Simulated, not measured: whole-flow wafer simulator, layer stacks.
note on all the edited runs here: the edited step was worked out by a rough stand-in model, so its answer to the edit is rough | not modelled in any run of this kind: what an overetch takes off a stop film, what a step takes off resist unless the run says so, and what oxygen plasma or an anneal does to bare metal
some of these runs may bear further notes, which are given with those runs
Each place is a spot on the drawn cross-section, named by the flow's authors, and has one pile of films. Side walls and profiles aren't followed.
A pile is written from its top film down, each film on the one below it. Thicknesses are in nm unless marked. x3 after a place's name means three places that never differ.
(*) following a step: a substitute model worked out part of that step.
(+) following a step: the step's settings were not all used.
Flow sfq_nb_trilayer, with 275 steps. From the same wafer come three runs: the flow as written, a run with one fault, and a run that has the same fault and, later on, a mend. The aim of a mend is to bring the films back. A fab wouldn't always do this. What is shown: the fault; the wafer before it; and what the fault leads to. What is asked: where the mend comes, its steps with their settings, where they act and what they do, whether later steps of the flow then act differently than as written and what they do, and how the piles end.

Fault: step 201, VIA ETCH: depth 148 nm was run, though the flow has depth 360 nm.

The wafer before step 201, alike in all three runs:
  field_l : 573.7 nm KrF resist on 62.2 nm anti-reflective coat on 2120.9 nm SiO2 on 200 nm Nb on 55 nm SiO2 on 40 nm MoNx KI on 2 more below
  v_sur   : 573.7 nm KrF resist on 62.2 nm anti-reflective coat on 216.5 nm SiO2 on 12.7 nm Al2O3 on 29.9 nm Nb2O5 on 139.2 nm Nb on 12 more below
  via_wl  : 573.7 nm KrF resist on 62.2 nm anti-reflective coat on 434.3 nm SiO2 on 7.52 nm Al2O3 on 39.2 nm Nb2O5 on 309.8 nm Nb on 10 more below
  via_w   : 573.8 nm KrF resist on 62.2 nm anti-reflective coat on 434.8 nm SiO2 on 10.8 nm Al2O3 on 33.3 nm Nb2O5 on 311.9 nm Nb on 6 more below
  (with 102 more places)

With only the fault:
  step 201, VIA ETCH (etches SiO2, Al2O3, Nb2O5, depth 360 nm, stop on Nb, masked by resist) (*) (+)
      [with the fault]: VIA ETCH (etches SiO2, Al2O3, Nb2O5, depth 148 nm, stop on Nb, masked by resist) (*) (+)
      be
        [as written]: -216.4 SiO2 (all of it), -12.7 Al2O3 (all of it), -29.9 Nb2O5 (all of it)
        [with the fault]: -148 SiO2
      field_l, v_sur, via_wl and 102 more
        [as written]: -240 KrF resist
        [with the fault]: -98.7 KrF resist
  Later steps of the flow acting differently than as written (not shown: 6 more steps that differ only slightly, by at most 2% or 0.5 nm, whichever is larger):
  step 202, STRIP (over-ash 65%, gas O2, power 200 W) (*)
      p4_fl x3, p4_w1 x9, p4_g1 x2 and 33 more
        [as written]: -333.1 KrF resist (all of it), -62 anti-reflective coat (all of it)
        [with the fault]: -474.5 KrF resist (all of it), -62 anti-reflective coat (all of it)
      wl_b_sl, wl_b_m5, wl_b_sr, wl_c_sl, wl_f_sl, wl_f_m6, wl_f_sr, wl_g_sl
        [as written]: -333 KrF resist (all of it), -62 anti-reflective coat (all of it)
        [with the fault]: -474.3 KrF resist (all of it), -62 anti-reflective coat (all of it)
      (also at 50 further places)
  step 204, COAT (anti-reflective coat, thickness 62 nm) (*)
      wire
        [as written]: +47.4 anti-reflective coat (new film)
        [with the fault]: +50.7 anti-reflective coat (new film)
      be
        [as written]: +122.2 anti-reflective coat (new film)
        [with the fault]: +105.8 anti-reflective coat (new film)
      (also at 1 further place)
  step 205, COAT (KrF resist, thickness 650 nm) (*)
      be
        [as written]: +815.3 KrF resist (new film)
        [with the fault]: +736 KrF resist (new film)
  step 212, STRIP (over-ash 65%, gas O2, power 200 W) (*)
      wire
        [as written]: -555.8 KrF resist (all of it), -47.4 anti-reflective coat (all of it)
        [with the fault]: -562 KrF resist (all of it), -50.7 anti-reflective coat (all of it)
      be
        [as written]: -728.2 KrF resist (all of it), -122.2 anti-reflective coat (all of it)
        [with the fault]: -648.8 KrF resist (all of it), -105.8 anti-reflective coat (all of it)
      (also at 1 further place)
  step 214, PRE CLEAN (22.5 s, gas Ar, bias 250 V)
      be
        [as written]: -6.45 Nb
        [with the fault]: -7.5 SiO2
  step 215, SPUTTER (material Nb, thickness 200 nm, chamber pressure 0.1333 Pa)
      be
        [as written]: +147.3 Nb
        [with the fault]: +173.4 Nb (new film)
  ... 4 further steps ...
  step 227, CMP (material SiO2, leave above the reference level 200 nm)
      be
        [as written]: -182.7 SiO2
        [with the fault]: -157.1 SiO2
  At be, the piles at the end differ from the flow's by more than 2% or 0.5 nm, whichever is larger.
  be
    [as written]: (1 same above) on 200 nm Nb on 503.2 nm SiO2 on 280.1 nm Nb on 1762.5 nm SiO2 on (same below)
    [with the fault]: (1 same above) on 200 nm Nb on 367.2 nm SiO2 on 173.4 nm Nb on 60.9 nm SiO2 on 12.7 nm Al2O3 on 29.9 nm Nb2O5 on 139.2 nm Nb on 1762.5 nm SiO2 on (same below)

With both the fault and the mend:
  The mend follows step 202.
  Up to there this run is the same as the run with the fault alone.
  step 202a, COAT (anti-reflective coat, thickness 62 nm) (*) (a further turn of the flow's step 194)
      p4_fl x3, p4_w1 x9, p4_g1 x2 and 50 more
        +62 anti-reflective coat (new film)
      field_l, v_sur, via_wl, gap, wl_a_sl, wl_a_m6, wl_a_sr, wl_g_sr
        +61.9 anti-reflective coat (new film)
      lsp_r, l0_sur, l0v
        +62.1 anti-reflective coat (new film)
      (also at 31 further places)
  step 202b, COAT (KrF resist, thickness 650 nm) (a further turn of the flow's step 195)
      p4_fl x3, p4_w1 x9, p4_g1 x2 and 33 more
        +650 KrF resist (new film)
      wl_b_m5, wl_b_sr, wl_c_sl and 12 more
        +649.9 KrF resist (new film)
      v_sur, via_wl, wl_a_sr, wl_g_sr
        +649.7 KrF resist (new film)
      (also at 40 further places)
  step 202c, SOFTBAKE (KrF resist) (a further turn of the flow's step 196)
      leaves every film unchanged at each place that is followed
  step 202d, EXPOSE (photomask I5, dose 12.41 mJ/cm2, NA 0.6, wavelength 248 nm) (*) (a further turn of the flow's step 197)
      leaves every film unchanged at each place that is followed
  step 202e, PEB (KrF resist, 90 s) (a further turn of the flow's step 198)
      field_l, v_sur, via_wl and 84 more
        -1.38 KrF resist
      via_sp, via_v, wire, gap
        -1.37 KrF resist
      ce_l, moat, field_r, wl_jj
        -1.39 KrF resist
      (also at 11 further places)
  step 202f, DEVELOP (KrF resist, thickness 650 nm, 60 s) (a further turn of the flow's step 199)
      field_l, v_sur, via_wl and 102 more
        -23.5 KrF resist
      be
        -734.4 KrF resist (all of it)
  step 202g, VIA ETCH (etches anti-reflective coat, depth 125 nm, masked by resist) (+) (a further turn of the flow's step 200)
      field_l, v_sur, via_wl and 102 more
        -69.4 KrF resist
      be
        -105.8 anti-reflective coat (all of it), -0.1 SiO2
  step 202h, VIA ETCH (etches SiO2, Al2O3, Nb2O5, depth 212 nm, stop on Nb, masked by resist) (*) (+) (a further turn of the flow's step 201, with different settings)
      field_l, v_sur, via_wl and 102 more
        -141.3 KrF resist
      be
        -68.3 SiO2 (all of it), -12.7 Al2O3 (all of it), -29.9 Nb2O5 (all of it)
  step 202i, STRIP (over-ash 65%, gas O2, power 200 W) (*) (a further turn of the flow's step 202)
      p4_fl x3, p4_w1 x9, p4_g1 x2 and 33 more
        -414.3 KrF resist (all of it), -62 anti-reflective coat (all of it)
      wl_b_m5, wl_b_sr, wl_c_sl and 12 more
        -414.2 KrF resist (all of it), -62 anti-reflective coat (all of it)
      v_sur, wl_a_sr, wl_g_sr
        -414.1 KrF resist (all of it), -61.9 anti-reflective coat (all of it)
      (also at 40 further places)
  Later steps of the flow that are run all act as written at every place that is followed.
  At every place that both follow, the piles at the end match the flow's.
